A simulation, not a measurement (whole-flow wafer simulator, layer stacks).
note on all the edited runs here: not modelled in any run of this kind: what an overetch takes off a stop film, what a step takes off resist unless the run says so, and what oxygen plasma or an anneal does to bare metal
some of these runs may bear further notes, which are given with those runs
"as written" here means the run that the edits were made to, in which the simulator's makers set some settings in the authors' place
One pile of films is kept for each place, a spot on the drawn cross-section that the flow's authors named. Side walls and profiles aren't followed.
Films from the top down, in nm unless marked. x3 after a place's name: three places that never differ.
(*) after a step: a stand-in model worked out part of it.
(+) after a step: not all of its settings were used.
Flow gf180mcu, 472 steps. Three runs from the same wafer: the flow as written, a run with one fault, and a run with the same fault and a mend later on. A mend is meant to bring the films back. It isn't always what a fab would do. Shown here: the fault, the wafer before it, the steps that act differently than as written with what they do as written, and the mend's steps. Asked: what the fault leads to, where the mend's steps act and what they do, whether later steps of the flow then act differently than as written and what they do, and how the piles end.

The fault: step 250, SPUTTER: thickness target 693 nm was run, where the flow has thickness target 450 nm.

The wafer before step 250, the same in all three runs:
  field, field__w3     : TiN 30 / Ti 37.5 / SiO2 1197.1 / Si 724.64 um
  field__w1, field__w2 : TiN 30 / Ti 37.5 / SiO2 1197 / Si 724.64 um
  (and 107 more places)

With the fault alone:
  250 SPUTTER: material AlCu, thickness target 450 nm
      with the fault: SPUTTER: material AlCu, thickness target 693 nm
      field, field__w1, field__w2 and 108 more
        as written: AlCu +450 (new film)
        with the fault: AlCu +693 (new film)
  Later steps of the flow that act differently than as written:
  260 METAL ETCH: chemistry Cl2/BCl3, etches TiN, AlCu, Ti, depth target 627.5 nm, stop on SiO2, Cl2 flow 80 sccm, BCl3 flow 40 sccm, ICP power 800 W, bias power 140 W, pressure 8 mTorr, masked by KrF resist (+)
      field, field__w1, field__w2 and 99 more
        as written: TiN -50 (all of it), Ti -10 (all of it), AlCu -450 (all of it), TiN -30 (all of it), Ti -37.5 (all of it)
        with the fault: TiN -50 (all of it), Ti -10 (all of it), AlCu -567.5
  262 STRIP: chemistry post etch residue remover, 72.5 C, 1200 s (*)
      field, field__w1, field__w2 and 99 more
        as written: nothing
        with the fault: AlCu -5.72
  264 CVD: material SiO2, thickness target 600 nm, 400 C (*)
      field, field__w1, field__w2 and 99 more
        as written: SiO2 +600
        with the fault: SiO2 +600 (new film)
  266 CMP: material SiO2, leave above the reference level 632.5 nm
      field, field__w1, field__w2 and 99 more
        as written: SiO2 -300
        with the fault: SiO2 -244.3
  At the end the piles differ from the flow's by more than 2% or 0.5 nm, whichever is larger, at field, field__w1, field__w2 and 109 more.
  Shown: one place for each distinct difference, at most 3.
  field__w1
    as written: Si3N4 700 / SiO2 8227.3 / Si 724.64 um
    with the fault: Si3N4 700 / SiO2 7086 / AlCu 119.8 / TiN 30 / Ti 37.5 / SiO2 1197 / Si 724.64 um
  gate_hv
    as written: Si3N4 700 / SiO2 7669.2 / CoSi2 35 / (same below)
    with the fault: Si3N4 700 / SiO2 7086 / AlCu 119.8 / TiN 30 / Ti 37.5 / SiO2 638.9 / CoSi2 35 / (same below)
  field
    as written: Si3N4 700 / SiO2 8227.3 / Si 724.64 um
    with the fault: Si3N4 700 / SiO2 7086 / AlCu 119.8 / TiN 30 / Ti 37.5 / SiO2 1197.1 / Si 724.64 um

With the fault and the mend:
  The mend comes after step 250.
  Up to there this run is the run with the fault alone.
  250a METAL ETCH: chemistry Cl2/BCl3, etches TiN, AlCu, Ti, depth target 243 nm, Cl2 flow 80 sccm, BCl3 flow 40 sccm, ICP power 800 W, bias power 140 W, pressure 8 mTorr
      field, field__w1, field__w2 and 108 more
        AlCu -243
  No later step of the flow acts differently than as written at any place that is followed.
  At the end the piles are the same as the flow's at every place that both follow.
